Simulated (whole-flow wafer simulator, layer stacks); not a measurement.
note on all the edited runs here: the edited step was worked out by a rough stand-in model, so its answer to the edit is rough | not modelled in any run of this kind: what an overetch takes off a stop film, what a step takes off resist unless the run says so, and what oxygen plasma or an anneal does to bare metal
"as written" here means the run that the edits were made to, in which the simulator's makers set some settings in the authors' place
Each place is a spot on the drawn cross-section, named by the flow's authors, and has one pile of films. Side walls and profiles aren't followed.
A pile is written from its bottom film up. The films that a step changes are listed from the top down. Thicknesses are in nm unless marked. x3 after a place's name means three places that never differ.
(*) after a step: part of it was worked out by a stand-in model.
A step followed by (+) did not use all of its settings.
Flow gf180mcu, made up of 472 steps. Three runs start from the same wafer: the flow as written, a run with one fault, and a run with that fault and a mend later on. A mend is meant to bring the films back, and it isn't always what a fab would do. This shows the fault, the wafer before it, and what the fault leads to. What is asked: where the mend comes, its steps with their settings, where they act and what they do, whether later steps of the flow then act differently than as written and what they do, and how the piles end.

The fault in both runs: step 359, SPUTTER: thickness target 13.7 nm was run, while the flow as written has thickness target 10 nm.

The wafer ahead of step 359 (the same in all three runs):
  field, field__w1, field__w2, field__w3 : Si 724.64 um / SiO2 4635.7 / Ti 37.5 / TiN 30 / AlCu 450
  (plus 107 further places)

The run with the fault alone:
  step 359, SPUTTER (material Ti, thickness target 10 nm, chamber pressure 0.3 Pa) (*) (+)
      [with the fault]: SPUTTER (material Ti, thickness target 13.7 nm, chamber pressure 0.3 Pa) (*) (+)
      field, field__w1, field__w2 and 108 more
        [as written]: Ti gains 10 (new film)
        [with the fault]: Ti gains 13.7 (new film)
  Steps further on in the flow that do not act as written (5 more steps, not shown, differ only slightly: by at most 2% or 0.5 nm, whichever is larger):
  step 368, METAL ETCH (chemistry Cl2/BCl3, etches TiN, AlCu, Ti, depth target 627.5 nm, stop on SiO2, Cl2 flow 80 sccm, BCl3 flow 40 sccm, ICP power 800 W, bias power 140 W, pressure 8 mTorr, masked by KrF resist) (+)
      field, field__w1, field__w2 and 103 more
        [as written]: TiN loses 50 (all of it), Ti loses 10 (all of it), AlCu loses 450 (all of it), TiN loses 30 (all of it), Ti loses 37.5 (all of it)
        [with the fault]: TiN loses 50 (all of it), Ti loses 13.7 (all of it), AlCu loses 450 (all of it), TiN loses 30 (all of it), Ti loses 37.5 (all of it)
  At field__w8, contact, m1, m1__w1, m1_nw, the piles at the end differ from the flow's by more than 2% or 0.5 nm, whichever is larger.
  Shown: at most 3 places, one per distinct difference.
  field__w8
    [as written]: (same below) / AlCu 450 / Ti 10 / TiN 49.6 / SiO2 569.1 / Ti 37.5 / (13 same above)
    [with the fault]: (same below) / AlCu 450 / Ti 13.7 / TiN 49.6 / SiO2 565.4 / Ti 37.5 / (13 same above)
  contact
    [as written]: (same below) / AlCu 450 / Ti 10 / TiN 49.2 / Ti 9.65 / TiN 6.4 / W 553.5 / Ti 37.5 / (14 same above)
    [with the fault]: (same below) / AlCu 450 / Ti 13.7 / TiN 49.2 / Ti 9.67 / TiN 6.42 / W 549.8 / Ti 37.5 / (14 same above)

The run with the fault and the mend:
  After step 359 comes the mend.
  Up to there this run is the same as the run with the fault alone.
  step 359a, METAL ETCH (chemistry Cl2/BCl3, etches TiN, AlCu, Ti, depth target 3.7 nm, Cl2 flow 80 sccm, BCl3 flow 40 sccm, ICP power 800 W, bias power 140 W, pressure 8 mTorr) (a further turn of the flow's step 260, with different settings)
      field, field__w1, field__w2 and 108 more
        Ti loses 3.7
  Every later step of the flow that is run acts as written at every place that is followed.
  At every place that both follow, the piles at the end match the flow's.
